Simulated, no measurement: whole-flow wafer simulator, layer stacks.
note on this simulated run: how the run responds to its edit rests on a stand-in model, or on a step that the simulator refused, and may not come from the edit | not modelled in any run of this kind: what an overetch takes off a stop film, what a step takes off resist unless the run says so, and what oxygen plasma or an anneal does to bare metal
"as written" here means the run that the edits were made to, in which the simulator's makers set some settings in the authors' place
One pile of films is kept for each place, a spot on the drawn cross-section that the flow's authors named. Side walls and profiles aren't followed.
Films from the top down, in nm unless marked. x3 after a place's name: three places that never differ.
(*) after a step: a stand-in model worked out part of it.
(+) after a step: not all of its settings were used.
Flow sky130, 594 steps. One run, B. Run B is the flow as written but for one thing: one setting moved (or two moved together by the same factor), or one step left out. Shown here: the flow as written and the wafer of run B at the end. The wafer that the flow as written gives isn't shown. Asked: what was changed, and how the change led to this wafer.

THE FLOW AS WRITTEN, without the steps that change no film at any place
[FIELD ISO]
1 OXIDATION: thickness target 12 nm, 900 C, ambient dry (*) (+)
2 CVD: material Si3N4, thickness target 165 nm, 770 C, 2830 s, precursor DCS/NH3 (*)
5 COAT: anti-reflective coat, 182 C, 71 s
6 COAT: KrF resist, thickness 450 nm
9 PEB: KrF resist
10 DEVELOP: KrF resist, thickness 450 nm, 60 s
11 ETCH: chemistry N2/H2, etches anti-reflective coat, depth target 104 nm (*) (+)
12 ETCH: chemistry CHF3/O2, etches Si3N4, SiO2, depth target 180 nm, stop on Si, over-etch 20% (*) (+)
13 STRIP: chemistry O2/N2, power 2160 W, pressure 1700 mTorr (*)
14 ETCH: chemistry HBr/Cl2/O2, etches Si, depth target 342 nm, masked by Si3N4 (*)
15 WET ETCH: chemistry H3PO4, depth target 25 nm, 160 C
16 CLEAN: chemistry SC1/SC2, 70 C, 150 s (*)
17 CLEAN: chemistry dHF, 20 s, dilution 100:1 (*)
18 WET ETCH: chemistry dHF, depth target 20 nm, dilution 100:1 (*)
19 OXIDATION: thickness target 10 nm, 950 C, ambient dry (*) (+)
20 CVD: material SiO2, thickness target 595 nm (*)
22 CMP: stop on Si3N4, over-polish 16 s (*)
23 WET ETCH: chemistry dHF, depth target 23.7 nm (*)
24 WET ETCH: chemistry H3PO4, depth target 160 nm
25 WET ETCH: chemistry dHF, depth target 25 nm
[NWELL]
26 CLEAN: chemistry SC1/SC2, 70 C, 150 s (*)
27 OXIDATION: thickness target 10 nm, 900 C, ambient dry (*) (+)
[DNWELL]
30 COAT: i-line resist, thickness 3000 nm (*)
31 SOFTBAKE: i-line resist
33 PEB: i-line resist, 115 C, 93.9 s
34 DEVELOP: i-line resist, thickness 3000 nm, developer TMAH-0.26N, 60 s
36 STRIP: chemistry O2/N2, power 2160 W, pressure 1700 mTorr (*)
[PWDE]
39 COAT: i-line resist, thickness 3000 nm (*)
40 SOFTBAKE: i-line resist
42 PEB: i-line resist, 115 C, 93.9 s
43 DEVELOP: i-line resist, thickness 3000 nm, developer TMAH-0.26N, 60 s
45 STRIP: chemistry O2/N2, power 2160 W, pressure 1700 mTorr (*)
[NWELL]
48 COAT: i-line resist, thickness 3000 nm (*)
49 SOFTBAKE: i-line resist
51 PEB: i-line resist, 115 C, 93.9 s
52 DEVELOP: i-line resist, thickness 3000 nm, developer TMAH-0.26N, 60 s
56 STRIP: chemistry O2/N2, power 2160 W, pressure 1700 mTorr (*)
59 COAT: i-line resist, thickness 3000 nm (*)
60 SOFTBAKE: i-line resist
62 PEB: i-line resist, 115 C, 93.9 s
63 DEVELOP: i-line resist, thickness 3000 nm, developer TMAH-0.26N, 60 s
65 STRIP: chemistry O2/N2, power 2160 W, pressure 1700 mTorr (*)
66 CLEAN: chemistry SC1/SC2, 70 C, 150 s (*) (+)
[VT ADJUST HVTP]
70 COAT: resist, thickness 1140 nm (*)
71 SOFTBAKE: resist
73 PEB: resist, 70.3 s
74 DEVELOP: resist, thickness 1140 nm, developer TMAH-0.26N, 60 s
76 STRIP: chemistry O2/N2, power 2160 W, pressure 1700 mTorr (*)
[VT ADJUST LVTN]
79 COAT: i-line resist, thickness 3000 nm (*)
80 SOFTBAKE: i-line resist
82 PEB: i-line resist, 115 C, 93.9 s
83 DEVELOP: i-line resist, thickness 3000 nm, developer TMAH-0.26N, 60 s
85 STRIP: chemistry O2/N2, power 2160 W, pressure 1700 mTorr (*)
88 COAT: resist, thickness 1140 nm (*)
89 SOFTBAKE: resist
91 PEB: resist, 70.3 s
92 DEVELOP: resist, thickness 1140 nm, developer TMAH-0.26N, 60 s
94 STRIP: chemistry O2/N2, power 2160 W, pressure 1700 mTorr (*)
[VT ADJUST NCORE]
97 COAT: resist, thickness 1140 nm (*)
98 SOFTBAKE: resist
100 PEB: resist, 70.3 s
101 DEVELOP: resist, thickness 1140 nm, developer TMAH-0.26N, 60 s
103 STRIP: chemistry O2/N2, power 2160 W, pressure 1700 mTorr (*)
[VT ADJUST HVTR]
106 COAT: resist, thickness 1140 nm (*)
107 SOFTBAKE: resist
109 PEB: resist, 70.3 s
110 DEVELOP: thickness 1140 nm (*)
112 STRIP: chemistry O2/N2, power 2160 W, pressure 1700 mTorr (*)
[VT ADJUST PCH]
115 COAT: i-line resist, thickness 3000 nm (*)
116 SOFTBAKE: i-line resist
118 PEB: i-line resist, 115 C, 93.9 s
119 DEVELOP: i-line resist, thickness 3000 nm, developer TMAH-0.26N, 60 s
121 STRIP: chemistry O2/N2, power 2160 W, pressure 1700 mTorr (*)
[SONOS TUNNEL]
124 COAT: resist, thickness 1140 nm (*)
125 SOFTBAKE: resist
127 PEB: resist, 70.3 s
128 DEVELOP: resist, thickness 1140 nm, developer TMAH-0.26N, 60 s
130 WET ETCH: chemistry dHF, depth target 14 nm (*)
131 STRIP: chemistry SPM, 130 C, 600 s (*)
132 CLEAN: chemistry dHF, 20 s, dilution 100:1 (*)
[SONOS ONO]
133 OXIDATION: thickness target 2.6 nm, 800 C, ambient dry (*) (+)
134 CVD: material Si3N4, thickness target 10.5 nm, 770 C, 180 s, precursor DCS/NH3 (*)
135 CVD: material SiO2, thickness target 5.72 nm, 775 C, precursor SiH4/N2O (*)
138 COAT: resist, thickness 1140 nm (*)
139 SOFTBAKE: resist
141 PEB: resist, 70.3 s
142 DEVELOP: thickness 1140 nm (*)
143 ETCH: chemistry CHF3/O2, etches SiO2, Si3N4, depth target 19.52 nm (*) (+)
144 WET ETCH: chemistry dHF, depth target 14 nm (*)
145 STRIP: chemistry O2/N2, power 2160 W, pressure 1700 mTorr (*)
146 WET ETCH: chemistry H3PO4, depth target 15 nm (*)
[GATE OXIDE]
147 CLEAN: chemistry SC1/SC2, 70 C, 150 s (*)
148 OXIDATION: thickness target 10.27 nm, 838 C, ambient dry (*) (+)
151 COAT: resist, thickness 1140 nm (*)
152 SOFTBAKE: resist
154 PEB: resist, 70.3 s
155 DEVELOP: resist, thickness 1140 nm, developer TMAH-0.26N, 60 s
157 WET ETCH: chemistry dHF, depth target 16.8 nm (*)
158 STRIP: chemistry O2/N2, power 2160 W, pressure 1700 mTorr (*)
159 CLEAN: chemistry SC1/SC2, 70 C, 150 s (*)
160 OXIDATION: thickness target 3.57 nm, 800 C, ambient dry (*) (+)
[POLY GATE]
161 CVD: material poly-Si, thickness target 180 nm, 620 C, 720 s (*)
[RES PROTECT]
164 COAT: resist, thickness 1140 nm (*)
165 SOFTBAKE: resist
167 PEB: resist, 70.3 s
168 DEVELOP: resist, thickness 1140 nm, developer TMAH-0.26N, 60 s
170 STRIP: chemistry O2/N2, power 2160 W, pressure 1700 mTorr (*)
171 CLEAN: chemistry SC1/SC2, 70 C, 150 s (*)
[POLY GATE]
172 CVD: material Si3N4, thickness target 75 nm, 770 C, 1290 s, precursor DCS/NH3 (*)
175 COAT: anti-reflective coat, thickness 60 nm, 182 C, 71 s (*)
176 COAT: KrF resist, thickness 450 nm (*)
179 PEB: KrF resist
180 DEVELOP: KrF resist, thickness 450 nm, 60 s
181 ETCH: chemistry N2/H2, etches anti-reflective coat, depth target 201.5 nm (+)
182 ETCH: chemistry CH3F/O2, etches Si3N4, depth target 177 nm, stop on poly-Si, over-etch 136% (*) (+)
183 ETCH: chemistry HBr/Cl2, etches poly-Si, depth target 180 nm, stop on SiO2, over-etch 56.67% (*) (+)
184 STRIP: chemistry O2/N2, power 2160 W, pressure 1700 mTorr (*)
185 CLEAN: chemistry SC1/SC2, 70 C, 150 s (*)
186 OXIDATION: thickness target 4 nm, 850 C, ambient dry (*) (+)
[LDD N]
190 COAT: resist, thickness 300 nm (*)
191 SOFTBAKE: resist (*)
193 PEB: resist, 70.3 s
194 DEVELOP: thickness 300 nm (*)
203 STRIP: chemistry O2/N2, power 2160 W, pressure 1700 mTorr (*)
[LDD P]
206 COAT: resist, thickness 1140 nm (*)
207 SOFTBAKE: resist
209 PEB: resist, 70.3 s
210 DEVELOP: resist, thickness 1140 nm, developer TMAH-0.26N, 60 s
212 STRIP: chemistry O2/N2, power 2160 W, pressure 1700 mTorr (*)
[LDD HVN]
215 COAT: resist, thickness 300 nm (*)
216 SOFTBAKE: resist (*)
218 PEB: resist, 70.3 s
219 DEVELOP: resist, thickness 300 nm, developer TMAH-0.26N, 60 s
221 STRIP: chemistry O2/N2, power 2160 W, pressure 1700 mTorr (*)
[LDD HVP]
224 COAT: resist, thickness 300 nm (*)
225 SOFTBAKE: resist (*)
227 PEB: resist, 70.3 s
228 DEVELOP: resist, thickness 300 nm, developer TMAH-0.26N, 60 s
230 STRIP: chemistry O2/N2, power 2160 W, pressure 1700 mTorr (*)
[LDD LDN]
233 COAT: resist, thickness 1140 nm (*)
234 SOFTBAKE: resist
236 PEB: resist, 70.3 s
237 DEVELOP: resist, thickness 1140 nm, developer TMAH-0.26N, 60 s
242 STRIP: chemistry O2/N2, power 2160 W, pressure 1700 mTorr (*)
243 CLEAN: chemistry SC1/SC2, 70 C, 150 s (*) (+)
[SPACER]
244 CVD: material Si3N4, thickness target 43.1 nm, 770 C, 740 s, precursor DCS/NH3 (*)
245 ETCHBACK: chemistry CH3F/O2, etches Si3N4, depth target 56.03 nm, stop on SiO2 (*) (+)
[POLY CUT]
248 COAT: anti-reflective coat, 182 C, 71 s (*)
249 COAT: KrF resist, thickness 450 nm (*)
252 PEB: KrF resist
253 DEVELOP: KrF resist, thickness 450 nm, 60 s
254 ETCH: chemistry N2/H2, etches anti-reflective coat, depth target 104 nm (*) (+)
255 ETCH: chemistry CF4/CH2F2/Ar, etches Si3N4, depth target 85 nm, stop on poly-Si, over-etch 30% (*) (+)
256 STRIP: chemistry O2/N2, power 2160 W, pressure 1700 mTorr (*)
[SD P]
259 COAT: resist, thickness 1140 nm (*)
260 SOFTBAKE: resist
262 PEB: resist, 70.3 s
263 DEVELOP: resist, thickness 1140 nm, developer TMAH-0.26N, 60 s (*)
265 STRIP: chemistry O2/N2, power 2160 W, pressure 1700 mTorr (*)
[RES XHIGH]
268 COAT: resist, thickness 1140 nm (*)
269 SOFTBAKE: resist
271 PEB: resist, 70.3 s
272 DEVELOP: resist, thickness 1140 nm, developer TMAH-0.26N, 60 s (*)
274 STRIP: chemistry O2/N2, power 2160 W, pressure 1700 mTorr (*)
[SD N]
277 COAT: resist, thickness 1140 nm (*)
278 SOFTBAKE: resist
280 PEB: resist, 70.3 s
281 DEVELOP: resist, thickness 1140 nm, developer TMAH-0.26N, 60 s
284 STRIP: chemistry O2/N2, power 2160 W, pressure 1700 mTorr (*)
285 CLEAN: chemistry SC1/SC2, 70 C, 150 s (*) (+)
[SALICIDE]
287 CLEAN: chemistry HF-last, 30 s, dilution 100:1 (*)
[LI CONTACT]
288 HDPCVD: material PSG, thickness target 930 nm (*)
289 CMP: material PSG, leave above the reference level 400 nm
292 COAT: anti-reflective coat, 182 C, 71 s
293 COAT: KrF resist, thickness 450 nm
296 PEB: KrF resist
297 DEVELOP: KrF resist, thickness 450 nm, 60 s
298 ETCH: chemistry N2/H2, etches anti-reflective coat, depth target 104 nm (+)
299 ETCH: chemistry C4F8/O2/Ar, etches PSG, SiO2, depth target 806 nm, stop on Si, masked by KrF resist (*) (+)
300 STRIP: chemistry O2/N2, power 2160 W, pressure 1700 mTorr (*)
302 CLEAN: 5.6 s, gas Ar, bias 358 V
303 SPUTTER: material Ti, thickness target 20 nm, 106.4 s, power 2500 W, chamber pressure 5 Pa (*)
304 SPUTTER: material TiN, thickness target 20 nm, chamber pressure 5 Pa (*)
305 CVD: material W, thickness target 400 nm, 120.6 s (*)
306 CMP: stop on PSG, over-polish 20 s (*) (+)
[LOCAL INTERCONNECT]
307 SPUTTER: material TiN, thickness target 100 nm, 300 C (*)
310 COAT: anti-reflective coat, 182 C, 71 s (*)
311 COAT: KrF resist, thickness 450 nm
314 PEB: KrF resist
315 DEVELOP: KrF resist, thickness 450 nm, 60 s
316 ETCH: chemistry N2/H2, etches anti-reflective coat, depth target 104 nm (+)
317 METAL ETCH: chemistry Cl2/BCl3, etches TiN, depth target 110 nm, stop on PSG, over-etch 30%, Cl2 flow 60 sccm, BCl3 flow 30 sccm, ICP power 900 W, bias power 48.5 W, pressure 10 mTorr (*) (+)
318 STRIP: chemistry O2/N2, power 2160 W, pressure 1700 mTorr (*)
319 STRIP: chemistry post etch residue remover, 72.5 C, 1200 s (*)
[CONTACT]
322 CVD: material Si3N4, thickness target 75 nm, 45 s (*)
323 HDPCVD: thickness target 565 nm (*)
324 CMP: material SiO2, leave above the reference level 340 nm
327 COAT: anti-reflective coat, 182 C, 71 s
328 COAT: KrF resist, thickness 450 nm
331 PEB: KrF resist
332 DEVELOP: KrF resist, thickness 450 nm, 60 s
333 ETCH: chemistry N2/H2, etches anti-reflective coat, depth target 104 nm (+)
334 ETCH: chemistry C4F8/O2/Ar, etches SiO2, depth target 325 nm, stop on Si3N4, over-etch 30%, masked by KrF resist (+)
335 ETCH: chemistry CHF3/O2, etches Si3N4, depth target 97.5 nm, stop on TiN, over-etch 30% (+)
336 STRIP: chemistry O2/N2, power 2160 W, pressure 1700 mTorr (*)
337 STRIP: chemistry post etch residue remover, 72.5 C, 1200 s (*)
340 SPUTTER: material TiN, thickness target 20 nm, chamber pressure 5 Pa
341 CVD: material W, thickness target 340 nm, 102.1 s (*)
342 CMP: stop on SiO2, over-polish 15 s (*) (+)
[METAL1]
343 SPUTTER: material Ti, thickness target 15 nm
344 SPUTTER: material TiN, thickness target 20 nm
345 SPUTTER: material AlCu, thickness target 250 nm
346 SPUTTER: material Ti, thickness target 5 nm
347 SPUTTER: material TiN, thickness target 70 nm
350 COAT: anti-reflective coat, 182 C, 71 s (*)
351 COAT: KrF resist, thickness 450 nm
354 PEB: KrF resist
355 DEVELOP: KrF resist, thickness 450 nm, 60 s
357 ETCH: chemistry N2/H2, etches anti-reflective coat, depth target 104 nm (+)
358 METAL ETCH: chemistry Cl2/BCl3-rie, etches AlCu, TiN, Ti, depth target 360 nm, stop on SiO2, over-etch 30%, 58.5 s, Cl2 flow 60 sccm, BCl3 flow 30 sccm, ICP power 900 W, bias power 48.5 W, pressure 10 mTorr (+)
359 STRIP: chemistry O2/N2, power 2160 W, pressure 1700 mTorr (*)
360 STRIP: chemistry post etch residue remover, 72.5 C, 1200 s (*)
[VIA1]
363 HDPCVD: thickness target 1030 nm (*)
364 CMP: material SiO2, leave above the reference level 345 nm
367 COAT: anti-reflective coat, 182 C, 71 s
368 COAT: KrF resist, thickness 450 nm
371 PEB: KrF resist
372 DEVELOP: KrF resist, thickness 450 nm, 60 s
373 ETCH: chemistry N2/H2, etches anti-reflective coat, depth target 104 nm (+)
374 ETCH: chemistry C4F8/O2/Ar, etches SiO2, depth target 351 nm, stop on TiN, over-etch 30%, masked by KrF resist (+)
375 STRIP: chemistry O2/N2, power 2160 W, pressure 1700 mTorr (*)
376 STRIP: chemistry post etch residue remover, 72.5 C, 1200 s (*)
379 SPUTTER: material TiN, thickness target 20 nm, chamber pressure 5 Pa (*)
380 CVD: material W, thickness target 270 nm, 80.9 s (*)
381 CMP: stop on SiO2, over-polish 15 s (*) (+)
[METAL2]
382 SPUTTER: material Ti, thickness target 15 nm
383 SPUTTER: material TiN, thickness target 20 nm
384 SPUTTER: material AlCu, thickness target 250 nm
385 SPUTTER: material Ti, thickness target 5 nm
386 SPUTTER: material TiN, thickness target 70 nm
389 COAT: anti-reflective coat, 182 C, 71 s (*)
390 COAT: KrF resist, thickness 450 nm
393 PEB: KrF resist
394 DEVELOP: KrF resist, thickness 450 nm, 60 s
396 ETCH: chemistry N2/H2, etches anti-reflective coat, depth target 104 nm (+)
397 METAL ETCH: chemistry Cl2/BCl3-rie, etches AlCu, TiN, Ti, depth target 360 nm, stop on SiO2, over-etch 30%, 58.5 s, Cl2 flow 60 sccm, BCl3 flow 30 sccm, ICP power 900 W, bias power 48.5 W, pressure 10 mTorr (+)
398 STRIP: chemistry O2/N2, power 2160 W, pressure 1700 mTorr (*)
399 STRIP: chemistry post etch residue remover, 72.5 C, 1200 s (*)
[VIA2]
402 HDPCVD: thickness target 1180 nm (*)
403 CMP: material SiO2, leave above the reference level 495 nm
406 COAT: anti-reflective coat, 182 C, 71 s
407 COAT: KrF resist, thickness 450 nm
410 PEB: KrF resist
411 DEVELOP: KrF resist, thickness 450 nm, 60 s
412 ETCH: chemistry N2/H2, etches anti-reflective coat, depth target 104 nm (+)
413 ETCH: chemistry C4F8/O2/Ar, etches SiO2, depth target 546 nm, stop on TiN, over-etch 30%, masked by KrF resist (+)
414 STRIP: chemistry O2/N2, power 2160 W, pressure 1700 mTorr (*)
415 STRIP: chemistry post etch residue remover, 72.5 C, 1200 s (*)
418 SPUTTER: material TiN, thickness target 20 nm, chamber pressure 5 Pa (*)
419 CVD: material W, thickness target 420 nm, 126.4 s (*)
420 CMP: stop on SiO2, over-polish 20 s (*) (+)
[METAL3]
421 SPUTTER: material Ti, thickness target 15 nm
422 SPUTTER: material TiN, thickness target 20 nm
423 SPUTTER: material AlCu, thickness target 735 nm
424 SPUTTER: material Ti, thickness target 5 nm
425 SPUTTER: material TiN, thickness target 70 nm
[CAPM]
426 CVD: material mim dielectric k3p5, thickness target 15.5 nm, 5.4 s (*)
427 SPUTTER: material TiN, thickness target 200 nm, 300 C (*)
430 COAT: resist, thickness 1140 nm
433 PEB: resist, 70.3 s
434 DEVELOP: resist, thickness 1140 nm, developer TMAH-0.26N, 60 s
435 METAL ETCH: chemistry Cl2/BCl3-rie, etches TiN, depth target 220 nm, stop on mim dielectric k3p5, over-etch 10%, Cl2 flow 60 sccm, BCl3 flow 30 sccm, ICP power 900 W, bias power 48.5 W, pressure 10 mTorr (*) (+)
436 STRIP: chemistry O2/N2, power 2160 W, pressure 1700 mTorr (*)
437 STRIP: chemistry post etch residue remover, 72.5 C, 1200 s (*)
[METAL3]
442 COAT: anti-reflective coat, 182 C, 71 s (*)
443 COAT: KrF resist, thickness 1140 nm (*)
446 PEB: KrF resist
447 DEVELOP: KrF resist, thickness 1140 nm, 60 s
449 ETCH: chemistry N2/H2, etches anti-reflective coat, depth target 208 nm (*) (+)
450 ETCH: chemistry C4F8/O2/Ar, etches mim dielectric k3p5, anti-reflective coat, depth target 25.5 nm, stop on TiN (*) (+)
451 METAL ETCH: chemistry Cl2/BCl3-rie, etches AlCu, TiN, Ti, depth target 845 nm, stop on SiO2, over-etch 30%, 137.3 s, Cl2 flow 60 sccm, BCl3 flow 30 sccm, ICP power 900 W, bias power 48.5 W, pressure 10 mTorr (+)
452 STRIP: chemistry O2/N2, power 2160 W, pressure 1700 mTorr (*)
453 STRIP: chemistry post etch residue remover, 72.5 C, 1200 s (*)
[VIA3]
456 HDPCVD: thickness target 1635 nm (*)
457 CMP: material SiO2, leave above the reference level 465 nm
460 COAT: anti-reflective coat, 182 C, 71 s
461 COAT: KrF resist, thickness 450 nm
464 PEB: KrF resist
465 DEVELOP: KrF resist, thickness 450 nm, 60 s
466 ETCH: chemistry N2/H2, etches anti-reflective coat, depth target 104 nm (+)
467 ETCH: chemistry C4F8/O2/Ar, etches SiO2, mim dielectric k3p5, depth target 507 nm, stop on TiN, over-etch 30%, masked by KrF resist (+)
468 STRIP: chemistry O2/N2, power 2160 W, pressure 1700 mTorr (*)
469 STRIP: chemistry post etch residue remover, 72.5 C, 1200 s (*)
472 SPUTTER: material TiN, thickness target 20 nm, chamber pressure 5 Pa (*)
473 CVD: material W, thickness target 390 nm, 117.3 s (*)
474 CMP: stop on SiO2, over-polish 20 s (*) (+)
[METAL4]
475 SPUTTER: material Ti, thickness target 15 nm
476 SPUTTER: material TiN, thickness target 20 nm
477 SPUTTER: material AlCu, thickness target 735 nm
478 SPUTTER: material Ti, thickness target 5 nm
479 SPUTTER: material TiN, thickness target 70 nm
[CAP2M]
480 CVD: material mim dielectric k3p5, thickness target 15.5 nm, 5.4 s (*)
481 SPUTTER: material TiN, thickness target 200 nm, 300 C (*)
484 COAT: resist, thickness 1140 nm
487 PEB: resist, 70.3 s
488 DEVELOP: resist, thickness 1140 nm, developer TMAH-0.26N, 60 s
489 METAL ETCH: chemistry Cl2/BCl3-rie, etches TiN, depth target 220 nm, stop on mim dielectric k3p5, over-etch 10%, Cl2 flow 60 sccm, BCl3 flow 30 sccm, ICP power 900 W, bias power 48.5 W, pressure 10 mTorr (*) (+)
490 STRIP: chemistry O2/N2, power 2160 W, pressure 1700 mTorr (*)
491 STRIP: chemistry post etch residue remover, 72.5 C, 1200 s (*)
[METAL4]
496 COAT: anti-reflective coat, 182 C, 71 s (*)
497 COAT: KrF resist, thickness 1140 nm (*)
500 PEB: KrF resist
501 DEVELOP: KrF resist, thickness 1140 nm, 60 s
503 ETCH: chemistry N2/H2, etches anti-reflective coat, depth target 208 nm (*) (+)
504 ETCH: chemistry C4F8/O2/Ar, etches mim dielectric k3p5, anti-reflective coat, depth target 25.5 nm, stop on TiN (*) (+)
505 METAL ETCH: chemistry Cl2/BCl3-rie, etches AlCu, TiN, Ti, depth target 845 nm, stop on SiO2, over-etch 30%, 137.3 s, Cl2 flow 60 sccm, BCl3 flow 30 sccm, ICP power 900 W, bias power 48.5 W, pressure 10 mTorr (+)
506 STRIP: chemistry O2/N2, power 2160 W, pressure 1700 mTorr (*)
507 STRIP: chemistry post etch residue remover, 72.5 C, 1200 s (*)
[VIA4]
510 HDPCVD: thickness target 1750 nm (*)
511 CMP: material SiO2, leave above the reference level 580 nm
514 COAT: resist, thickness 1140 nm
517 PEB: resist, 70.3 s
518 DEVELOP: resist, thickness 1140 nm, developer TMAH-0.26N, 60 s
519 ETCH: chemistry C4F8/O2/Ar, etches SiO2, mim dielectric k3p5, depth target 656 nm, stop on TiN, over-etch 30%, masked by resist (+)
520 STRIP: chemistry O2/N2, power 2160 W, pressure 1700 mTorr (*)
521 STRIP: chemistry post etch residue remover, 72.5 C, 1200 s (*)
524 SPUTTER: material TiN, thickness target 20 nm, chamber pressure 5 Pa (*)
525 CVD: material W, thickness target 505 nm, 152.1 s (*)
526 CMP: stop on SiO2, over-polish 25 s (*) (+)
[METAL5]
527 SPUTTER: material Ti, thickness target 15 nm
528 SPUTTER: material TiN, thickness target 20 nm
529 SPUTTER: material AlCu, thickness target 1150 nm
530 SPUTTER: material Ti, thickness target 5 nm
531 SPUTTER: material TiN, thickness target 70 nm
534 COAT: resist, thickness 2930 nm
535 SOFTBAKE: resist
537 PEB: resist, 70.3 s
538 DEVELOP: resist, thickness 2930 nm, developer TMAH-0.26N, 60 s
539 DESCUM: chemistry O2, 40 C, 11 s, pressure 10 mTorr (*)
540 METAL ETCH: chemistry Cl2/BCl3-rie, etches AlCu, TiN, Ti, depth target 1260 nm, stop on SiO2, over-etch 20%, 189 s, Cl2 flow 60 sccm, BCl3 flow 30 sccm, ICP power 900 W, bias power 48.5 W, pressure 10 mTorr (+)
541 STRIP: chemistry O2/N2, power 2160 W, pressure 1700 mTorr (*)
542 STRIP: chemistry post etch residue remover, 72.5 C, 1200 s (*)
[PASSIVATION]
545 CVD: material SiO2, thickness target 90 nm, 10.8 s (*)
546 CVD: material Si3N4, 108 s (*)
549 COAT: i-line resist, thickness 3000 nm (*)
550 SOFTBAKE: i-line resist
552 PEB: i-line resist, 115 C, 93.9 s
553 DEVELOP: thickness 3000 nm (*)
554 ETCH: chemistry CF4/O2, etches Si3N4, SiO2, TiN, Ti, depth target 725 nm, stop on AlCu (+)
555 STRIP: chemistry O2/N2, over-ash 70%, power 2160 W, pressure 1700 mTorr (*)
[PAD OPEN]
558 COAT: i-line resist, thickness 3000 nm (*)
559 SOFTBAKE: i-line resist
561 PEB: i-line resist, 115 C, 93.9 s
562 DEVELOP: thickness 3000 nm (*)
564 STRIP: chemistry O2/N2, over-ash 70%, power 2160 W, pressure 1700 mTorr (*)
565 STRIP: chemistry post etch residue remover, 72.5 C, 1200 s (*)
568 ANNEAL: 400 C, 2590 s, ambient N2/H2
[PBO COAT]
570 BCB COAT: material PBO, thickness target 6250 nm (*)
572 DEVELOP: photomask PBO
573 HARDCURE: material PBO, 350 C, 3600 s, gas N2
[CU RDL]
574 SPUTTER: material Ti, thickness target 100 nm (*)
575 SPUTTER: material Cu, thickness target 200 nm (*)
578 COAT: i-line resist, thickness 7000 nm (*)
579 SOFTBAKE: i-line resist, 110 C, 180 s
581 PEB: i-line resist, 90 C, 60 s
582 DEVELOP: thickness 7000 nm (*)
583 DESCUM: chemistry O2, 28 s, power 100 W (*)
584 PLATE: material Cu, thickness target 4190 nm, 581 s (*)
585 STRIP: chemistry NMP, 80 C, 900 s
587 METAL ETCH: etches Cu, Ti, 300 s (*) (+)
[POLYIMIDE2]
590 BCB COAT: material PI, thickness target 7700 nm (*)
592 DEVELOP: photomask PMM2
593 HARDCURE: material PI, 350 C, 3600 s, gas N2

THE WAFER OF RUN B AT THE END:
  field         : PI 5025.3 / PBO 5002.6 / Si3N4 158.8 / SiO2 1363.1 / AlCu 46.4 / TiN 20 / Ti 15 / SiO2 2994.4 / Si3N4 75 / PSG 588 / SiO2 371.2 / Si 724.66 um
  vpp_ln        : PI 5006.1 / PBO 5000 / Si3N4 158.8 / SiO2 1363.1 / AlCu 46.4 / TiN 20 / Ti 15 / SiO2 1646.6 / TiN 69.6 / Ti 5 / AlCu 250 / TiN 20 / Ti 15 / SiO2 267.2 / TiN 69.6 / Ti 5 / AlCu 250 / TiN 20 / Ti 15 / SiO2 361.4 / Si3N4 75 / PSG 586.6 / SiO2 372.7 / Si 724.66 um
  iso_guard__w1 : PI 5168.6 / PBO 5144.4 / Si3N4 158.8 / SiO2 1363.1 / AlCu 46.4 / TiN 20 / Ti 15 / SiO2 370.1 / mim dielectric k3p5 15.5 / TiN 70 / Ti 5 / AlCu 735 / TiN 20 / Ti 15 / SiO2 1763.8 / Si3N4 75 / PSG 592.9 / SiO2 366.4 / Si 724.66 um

The cause: step 505, METAL ETCH: depth target 583 nm was run, where the flow has depth target 845 nm; step 505, METAL ETCH: 94.7 s was run, where the flow has 137.3 s.

How the change led to this, step by step:
  505 METAL ETCH: chemistry Cl2/BCl3-rie, etches AlCu, TiN, Ti, depth target 845 nm, stop on SiO2, over-etch 30%, 137.3 s, Cl2 flow 60 sccm, BCl3 flow 30 sccm, ICP power 900 W, bias power 48.5 W, pressure 10 mTorr (+)
      field, gate, spacer and 68 more: TiN -70 (all of it), Ti -5 (all of it), AlCu -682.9 (as written it would be: TiN -70 (all of it), Ti -5 (all of it), AlCu -735 (all of it), TiN -20 (all of it), Ti -15 (all of it), SiO2 -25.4)
      active, vpp_iso1, mim_edge_plate and 14 more: TiN -70 (all of it), Ti -5 (all of it), AlCu -682.9 (as written it would be: TiN -70 (all of it), Ti -5 (all of it), AlCu -735 (all of it), TiN -20 (all of it), Ti -15 (all of it), SiO2 -25.3)
      (and at 105 more places)
  506 STRIP: chemistry O2/N2, power 2160 W, pressure 1700 mTorr (*)
      n_well, p_well, gate_hv and 83 more: KrF resist -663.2 (all of it), anti-reflective coat -80 (all of it) (as written it would be: KrF resist -492.9 (all of it), anti-reflective coat -80 (all of it))
      vcap_hvt, varactor_hvt_edge, varactor_hvt_sp: KrF resist -664.8 (all of it), anti-reflective coat -80.3 (all of it) (as written it would be: KrF resist -494.5 (all of it), anti-reflective coat -80.3 (all of it))
      (and at 16 more places)
  507 STRIP: chemistry post etch residue remover, 72.5 C, 1200 s (*)
      field, active, gate and 85 more: AlCu -5.72 (as written it would be: nothing)
  510 HDPCVD: thickness target 1750 nm (*)
      field, active, gate and 85 more: SiO2 +1750 (new film) (as written it would be: SiO2 +1750)
  511 CMP: material SiO2, leave above the reference level 580 nm
      field, active, gate and 77 more: SiO2 -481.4 (as written it would be: SiO2 -374.7)
      iso_guard__w1, mim_edge_gap, vpp_l1ln, vpp_m3ln, rpm_encl, via2_enc, rpm_encl_psd, iso_guard_nsd_tip: SiO2 -481.4 (as written it would be: SiO2 -374.6)
Counting metal films that touch as one body, field has 1 body; the flow as written gives 0 bodies.
Counting metal films that touch as one body, vpp_ln has 3 bodies (between them, from the top down: SiO2 1646.6; SiO2 267.2); the flow as written gives 2 bodies (between them, from the top down: SiO2 267.2).
Counting metal films that touch as one body, iso_guard__w1 has 2 bodies (between them, from the top down: SiO2 370.1 / mim dielectric k3p5 15.5); the flow as written gives 1 body.
